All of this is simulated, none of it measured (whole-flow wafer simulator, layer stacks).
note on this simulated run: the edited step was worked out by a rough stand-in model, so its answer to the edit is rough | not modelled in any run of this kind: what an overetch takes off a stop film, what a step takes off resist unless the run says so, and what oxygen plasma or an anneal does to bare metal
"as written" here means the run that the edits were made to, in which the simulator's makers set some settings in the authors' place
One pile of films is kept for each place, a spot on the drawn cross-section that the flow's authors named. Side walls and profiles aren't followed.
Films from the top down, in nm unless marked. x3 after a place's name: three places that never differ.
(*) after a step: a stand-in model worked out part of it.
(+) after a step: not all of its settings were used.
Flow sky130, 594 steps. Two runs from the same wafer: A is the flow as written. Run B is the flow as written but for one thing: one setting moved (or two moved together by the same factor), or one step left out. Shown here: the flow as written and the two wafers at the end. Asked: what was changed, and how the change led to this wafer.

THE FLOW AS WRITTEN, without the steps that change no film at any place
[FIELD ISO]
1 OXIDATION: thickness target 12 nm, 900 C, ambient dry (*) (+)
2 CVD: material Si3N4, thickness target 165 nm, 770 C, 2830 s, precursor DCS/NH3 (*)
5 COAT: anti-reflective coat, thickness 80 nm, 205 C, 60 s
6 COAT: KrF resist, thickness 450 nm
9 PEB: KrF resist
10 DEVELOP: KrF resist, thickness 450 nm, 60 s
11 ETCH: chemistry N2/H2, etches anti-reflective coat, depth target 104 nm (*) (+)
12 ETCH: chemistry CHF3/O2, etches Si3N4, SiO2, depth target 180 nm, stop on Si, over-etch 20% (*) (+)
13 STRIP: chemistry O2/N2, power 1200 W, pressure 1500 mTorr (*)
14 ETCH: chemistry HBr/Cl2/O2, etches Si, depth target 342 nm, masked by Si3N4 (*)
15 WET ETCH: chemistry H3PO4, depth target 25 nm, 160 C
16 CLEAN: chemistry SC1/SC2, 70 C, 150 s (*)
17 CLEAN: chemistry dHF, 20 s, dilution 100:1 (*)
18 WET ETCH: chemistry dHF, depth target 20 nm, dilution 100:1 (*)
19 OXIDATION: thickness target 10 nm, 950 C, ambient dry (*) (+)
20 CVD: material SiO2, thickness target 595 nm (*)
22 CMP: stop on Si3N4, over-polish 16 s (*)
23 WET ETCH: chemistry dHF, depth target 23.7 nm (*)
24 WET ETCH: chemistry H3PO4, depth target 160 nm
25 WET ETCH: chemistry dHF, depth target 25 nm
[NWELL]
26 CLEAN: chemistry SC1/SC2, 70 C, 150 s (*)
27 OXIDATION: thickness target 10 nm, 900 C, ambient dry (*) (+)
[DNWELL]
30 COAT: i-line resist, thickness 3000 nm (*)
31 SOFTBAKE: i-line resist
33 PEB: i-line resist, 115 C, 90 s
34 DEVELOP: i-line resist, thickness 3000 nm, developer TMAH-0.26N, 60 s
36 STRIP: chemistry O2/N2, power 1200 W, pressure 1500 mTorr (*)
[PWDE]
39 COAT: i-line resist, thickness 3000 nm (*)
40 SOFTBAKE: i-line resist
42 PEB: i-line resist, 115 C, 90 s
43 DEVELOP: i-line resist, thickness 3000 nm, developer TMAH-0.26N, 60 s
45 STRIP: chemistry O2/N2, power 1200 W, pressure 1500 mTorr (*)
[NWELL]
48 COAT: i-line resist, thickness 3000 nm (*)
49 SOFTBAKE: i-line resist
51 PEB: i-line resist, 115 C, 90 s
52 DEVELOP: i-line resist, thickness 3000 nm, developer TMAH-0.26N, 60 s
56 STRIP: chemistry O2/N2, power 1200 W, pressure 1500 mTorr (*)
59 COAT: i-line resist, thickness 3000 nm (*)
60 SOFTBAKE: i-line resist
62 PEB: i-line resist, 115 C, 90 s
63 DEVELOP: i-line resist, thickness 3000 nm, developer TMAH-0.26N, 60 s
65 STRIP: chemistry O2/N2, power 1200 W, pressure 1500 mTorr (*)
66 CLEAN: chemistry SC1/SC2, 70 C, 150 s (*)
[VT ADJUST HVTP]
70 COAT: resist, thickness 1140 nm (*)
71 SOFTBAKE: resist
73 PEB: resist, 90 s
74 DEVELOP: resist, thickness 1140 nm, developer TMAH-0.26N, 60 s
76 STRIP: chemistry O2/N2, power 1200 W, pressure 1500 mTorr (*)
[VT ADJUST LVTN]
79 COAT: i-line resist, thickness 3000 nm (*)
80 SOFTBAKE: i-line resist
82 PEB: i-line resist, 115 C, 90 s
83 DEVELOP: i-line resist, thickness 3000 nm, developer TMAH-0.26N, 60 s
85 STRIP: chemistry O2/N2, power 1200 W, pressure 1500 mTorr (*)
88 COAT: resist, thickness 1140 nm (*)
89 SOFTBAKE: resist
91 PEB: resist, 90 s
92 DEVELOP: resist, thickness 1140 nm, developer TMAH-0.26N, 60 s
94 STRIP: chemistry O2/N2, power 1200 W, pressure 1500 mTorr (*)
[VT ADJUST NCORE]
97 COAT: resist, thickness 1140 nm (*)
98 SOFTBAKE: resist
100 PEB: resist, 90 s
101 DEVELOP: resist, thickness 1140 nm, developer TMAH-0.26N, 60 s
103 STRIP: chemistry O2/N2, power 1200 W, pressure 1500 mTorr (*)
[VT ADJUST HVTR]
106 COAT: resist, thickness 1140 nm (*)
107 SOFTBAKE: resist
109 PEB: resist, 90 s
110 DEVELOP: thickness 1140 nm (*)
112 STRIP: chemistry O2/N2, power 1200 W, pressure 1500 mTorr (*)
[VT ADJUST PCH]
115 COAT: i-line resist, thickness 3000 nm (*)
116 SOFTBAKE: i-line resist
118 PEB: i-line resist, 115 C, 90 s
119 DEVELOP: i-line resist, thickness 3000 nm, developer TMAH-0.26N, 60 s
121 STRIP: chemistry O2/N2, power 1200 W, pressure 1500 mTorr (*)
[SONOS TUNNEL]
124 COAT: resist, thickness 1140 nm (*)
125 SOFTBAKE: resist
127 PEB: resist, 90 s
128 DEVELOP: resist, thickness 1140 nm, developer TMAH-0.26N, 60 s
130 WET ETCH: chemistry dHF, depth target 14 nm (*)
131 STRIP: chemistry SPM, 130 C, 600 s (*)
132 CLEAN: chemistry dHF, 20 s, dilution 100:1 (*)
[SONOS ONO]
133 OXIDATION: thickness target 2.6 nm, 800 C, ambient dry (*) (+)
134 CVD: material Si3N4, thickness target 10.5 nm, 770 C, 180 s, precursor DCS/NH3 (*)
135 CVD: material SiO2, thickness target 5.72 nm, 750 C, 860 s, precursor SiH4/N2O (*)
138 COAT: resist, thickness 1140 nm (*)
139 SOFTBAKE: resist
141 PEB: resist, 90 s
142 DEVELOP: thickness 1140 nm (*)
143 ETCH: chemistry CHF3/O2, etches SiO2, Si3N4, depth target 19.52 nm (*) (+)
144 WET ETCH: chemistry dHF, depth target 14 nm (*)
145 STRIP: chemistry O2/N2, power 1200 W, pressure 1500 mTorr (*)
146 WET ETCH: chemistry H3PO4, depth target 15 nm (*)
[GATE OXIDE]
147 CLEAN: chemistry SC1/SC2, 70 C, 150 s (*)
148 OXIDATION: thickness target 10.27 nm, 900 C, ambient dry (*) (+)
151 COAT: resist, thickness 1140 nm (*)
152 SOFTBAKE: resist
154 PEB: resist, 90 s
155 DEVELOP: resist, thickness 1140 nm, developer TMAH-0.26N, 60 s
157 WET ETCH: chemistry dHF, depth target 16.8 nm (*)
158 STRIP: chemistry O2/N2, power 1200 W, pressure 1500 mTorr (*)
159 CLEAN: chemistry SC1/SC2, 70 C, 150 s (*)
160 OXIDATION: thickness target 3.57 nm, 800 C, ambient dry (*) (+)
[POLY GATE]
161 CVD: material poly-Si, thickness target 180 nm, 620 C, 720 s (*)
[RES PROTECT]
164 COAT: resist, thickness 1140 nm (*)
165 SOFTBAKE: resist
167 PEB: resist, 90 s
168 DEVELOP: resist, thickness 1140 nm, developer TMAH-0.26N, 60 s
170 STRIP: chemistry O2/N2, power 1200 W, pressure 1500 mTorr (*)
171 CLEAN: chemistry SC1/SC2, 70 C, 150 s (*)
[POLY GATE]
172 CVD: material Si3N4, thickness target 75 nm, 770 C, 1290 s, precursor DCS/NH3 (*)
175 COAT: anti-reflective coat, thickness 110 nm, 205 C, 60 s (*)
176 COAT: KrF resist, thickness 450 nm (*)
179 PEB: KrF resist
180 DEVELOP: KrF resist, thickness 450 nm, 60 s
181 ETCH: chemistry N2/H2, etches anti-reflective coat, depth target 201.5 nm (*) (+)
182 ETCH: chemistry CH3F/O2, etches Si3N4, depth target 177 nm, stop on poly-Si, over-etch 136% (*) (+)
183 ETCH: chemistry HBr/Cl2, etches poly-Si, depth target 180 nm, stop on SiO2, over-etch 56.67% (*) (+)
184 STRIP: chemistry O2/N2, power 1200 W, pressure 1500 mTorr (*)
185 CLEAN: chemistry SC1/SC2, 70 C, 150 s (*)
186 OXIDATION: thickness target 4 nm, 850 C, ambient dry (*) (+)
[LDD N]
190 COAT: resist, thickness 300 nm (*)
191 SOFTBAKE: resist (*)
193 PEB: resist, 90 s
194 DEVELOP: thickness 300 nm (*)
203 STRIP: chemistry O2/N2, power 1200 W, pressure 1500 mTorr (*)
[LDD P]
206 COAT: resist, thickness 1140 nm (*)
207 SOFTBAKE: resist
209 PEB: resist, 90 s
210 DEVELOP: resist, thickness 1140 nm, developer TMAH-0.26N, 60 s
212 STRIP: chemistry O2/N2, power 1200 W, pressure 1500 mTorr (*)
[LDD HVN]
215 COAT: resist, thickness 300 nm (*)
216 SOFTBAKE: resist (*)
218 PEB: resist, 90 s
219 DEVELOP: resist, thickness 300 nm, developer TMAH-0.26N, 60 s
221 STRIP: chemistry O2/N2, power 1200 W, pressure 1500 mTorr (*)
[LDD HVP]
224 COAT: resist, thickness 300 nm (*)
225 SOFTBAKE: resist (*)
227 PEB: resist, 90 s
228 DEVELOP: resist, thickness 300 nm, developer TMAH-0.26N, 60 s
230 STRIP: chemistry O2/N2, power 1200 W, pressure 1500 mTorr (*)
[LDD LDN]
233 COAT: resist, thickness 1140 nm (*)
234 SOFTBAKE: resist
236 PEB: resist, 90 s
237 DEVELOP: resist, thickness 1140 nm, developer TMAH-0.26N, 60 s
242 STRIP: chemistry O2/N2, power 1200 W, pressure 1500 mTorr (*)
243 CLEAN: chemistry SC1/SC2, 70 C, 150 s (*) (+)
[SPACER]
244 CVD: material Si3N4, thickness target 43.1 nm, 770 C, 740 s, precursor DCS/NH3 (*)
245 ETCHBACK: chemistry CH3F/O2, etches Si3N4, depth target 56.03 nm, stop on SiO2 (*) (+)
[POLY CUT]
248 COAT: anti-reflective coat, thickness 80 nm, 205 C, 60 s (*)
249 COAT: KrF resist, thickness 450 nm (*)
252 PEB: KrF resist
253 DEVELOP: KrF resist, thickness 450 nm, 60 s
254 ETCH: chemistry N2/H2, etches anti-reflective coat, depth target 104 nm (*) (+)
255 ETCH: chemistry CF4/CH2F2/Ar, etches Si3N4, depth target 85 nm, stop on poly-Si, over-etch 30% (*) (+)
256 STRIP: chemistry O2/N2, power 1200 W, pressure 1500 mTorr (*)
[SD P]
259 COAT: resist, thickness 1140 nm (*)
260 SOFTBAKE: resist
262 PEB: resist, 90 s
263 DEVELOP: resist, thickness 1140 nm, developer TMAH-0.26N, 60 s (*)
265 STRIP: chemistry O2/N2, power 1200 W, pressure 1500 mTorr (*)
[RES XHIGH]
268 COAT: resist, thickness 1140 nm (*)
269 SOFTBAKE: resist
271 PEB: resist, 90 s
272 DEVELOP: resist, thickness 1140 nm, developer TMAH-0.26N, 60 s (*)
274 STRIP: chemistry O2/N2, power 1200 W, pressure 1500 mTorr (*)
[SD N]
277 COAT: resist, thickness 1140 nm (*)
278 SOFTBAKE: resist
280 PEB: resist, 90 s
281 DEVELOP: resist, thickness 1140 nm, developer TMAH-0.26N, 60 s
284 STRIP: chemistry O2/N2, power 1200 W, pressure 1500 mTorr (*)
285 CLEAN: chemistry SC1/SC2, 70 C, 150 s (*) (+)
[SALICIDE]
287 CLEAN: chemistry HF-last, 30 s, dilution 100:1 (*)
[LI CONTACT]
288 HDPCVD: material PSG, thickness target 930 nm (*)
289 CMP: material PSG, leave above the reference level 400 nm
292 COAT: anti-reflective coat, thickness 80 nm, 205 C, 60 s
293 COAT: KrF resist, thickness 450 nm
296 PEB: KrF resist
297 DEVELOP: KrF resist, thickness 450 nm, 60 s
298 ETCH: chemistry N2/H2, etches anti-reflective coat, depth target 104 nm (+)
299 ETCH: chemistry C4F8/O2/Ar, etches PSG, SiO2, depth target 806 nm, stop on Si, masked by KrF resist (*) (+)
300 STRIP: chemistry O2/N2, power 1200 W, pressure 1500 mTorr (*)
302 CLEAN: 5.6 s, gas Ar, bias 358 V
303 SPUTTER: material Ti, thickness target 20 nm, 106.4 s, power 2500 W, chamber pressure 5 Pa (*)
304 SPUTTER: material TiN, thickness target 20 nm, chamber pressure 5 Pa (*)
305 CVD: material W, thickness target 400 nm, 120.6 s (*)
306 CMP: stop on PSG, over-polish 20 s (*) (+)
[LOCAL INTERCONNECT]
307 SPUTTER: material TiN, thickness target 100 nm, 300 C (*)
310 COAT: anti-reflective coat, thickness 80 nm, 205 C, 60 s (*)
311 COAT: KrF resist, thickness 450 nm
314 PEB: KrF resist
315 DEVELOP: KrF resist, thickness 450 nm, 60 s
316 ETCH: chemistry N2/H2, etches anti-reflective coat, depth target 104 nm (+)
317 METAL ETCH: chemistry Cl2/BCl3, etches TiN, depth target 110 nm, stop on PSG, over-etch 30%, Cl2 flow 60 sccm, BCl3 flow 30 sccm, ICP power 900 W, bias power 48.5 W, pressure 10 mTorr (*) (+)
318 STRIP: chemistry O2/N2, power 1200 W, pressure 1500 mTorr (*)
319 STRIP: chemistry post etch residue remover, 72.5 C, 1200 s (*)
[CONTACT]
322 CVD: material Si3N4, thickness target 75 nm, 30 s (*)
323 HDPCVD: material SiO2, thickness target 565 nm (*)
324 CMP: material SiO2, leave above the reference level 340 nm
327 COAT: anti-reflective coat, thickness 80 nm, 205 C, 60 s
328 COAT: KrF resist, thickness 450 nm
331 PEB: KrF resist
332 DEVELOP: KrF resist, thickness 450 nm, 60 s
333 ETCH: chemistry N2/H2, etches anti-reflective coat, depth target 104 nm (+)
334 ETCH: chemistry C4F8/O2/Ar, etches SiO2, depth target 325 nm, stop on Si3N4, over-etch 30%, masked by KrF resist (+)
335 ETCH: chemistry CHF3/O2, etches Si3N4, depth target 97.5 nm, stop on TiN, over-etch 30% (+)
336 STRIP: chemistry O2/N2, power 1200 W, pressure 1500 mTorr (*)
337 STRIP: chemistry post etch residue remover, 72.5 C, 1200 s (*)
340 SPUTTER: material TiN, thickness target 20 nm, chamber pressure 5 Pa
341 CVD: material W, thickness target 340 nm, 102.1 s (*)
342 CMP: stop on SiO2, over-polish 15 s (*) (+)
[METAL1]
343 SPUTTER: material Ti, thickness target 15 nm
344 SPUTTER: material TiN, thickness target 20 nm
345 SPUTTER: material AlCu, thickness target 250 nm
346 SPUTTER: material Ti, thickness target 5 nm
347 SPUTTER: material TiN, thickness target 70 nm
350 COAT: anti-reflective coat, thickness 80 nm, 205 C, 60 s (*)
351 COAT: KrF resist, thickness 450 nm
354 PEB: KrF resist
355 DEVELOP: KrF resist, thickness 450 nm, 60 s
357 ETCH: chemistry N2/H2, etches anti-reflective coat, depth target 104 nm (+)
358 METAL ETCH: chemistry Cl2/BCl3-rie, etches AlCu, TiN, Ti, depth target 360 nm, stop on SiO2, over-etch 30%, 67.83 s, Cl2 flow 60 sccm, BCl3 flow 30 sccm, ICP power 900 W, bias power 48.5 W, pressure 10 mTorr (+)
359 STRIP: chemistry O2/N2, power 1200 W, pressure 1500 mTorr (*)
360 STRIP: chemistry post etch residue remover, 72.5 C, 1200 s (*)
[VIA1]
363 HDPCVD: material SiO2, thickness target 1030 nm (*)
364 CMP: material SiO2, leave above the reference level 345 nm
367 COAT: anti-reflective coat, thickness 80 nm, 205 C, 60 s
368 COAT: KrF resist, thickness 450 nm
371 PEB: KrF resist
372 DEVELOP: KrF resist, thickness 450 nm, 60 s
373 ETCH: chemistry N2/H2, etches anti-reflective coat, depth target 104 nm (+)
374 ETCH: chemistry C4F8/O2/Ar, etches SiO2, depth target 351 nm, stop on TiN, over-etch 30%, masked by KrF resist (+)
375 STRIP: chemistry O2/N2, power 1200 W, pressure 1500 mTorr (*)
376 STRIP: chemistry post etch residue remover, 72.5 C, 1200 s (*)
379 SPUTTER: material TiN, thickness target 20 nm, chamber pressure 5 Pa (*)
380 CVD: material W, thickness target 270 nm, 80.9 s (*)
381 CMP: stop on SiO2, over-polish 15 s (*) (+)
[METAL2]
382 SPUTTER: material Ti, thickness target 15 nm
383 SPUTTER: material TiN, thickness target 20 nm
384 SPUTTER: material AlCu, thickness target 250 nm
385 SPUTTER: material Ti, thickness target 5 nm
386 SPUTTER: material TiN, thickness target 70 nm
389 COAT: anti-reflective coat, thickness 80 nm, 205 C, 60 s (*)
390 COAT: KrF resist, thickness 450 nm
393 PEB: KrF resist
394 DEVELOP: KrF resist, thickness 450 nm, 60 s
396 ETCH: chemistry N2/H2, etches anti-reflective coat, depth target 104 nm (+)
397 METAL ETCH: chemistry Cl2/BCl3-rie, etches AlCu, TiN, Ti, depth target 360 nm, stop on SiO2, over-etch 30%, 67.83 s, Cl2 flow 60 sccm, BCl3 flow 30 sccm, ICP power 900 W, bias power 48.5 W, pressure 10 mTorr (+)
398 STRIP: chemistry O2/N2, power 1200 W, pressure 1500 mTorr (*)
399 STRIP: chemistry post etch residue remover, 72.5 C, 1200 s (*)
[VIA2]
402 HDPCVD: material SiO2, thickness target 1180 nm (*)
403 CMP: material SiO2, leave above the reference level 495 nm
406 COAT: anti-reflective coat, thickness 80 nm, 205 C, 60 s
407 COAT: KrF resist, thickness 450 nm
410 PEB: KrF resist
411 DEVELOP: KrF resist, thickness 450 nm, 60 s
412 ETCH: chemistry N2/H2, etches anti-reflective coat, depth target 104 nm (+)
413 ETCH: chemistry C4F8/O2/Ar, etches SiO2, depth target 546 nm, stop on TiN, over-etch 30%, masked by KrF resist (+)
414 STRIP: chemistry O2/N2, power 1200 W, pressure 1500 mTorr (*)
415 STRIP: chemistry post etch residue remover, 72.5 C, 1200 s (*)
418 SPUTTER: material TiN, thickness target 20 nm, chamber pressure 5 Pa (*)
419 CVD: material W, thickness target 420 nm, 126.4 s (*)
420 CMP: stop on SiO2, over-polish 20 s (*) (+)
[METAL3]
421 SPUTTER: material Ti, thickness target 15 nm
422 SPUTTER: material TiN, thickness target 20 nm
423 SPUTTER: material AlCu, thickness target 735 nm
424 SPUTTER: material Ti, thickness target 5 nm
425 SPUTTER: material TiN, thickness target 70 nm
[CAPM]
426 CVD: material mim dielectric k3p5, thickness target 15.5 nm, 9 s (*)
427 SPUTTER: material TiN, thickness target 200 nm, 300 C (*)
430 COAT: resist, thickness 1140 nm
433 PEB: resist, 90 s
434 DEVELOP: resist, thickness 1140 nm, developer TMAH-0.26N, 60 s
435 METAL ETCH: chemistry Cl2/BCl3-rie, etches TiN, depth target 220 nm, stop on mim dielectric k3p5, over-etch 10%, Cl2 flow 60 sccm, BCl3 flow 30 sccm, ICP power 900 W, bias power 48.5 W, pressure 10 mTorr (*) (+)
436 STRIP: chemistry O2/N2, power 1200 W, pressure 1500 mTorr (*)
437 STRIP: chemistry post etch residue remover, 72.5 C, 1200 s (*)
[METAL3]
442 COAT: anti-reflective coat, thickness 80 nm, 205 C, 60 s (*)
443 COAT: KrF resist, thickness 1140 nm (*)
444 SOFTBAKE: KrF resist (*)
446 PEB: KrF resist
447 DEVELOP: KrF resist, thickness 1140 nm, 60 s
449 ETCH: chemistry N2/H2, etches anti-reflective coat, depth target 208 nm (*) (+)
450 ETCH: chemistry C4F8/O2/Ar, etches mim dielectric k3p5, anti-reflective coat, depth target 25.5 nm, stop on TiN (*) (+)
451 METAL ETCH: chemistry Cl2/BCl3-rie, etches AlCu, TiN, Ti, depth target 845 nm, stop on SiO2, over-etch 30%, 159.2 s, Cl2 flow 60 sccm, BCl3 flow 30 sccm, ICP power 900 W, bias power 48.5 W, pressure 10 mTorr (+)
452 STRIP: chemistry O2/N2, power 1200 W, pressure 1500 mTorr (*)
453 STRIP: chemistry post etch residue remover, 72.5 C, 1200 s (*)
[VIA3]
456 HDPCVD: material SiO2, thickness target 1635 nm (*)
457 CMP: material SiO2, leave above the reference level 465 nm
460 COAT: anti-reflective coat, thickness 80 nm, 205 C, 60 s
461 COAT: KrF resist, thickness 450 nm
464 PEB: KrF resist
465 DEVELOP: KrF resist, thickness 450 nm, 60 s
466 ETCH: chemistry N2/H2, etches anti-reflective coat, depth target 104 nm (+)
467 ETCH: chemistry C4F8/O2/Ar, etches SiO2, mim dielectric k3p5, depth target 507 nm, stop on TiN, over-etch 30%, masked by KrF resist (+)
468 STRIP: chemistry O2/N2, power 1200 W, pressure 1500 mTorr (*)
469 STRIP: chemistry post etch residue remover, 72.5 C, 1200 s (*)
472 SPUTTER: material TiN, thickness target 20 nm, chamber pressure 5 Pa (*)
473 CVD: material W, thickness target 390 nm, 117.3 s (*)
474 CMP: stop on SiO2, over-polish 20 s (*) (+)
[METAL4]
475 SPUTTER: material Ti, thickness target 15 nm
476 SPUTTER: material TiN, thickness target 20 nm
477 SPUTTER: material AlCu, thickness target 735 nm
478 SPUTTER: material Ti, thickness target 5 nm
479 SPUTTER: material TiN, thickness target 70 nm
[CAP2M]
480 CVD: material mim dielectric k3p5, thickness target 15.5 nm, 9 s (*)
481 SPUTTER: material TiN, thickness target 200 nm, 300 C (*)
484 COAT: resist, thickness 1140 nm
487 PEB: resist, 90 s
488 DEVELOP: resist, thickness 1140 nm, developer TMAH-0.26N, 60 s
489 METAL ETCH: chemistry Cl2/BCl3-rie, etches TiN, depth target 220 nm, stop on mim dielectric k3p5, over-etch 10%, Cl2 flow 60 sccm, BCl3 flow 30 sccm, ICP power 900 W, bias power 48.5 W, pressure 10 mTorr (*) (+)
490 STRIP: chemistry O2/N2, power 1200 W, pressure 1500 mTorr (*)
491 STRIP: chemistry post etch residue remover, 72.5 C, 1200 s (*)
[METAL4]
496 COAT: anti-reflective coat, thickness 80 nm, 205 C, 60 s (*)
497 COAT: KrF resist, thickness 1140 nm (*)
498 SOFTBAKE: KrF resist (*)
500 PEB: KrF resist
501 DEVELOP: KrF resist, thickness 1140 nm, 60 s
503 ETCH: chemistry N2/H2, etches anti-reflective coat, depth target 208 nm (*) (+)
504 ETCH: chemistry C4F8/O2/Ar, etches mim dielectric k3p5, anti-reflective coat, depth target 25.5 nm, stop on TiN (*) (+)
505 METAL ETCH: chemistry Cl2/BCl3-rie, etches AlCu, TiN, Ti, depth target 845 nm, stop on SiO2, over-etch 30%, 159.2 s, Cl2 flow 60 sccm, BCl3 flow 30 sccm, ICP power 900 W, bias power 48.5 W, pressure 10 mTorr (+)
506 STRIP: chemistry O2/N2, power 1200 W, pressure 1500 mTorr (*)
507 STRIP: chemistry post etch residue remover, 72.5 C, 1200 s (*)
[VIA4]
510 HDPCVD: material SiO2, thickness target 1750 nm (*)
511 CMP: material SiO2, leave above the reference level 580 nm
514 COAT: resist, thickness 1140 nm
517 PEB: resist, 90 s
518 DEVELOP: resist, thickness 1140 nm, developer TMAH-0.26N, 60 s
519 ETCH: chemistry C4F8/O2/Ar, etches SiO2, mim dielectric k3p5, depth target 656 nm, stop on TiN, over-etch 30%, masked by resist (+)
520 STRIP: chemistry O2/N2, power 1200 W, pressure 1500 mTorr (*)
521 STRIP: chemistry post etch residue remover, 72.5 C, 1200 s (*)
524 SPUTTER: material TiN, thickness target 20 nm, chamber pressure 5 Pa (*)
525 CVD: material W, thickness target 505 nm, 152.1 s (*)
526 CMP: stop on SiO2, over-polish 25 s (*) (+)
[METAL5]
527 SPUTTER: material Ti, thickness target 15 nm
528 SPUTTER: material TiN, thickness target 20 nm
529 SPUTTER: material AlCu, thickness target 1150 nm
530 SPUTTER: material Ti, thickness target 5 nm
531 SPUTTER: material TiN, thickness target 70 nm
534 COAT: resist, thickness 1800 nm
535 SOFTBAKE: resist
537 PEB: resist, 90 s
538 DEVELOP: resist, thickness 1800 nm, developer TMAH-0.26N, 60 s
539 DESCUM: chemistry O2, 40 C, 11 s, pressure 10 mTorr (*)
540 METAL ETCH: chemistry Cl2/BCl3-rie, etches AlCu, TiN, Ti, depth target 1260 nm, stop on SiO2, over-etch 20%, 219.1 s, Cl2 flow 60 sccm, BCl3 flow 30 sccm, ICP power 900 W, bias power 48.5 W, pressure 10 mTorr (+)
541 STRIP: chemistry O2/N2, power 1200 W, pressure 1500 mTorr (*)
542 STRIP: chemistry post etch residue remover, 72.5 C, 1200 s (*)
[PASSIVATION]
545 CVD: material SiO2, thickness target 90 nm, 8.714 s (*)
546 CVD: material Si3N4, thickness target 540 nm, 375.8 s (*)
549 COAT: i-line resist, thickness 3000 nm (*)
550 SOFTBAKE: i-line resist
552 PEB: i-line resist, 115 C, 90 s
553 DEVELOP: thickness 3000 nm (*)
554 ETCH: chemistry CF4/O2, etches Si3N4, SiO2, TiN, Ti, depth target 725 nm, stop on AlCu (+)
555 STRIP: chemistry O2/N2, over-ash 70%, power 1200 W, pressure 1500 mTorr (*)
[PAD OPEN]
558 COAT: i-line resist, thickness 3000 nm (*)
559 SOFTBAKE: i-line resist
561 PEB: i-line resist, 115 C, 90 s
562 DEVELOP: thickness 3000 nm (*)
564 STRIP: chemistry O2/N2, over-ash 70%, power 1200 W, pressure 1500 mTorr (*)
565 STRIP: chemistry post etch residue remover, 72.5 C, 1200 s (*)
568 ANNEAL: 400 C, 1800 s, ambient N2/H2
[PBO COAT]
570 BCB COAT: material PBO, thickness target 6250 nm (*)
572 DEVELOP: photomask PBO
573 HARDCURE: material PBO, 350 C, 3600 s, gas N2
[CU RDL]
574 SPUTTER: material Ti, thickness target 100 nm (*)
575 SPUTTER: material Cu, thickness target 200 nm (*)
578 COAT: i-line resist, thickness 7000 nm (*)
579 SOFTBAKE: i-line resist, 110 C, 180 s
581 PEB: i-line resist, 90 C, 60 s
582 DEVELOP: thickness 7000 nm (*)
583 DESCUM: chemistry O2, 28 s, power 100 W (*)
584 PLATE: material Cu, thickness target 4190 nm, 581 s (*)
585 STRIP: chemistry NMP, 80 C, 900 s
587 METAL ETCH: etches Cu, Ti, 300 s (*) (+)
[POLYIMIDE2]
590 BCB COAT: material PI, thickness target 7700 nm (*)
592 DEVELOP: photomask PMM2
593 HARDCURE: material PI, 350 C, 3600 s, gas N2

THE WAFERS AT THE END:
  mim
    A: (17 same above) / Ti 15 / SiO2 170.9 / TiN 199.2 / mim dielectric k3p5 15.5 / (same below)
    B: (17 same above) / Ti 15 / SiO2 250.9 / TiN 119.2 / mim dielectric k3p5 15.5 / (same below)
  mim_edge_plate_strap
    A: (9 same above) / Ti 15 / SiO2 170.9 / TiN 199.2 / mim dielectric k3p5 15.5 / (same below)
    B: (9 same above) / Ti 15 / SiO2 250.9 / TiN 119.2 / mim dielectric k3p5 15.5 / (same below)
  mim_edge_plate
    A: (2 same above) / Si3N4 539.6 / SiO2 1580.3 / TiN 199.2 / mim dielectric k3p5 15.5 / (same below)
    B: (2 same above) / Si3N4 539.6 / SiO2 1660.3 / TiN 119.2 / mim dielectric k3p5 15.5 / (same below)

The cause: step 427, SPUTTER: thickness target 120 nm was run, where the flow has thickness target 200 nm.

How the change led to this, step by step:
  427 SPUTTER: material TiN, thickness target 200 nm, 300 C (*)
      field, active, n_well and 188 more: A TiN +200 (new film) | B TiN +120 (new film)
  435 METAL ETCH: chemistry Cl2/BCl3-rie, etches TiN, depth target 220 nm, stop on mim dielectric k3p5, over-etch 10%, Cl2 flow 60 sccm, BCl3 flow 30 sccm, ICP power 900 W, bias power 48.5 W, pressure 10 mTorr (*) (+)
      field, active, n_well and 185 more: A TiN -200 (all of it) | B TiN -120 (all of it)
      mim, mim_edge_plate_strap, mim_edge_plate: A resist -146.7 | B resist -88
  436 STRIP: chemistry O2/N2, power 1200 W, pressure 1500 mTorr (*)
      mim, mim_edge_plate_strap, mim_edge_plate: A resist -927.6 (all of it) | B resist -986.2 (all of it)
  442 COAT: anti-reflective coat, thickness 80 nm, 205 C, 60 s (*)
      poly_licon, rpo_hd_licon: A anti-reflective coat +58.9 (new film) | B anti-reflective coat +79.4 (new film)
      mim: A anti-reflective coat +38 (new film) | B anti-reflective coat +28.8 (new film)
      (and at 8 more places)
  443 COAT: KrF resist, thickness 1140 nm (*)
      mim_edge_plate_strap, mim_edge_plate: A KrF resist +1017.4 (new film) | B KrF resist +1097.4 (new film)
      mim: A KrF resist +1027.5 (new film) | B KrF resist +1093 (new film)
      (and at 1 more place)
  446 PEB: KrF resist
      mim_edge_plate_strap, mim_edge_plate: A KrF resist -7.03 | B KrF resist -7.6
  449 ETCH: chemistry N2/H2, etches anti-reflective coat, depth target 208 nm (*) (+)
      poly_licon, rpo_hd_licon: A anti-reflective coat -58.9 (all of it) | B anti-reflective coat -79.4 (all of it)
      rpo_hd: A anti-reflective coat -61.7 (all of it) | B anti-reflective coat -75.9 (all of it)
      (and at 2 more places)
  452 STRIP: chemistry O2/N2, power 1200 W, pressure 1500 mTorr (*)
      mim_edge_plate_strap, mim_edge_plate: A KrF resist -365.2 (all of it), anti-reflective coat -3 (all of it) | B KrF resist -444.6 (all of it), anti-reflective coat -3 (all of it)
      mim: A KrF resist -375.2 (all of it), anti-reflective coat -38 (all of it) | B KrF resist -440.3 (all of it), anti-reflective coat -28.8 (all of it)
      (and at 5 more places)
  457 CMP: material SiO2, leave above the reference level 465 nm
      mim, mim_edge_plate_strap, mim_edge_plate: A SiO2 -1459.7 | B SiO2 -1379.7
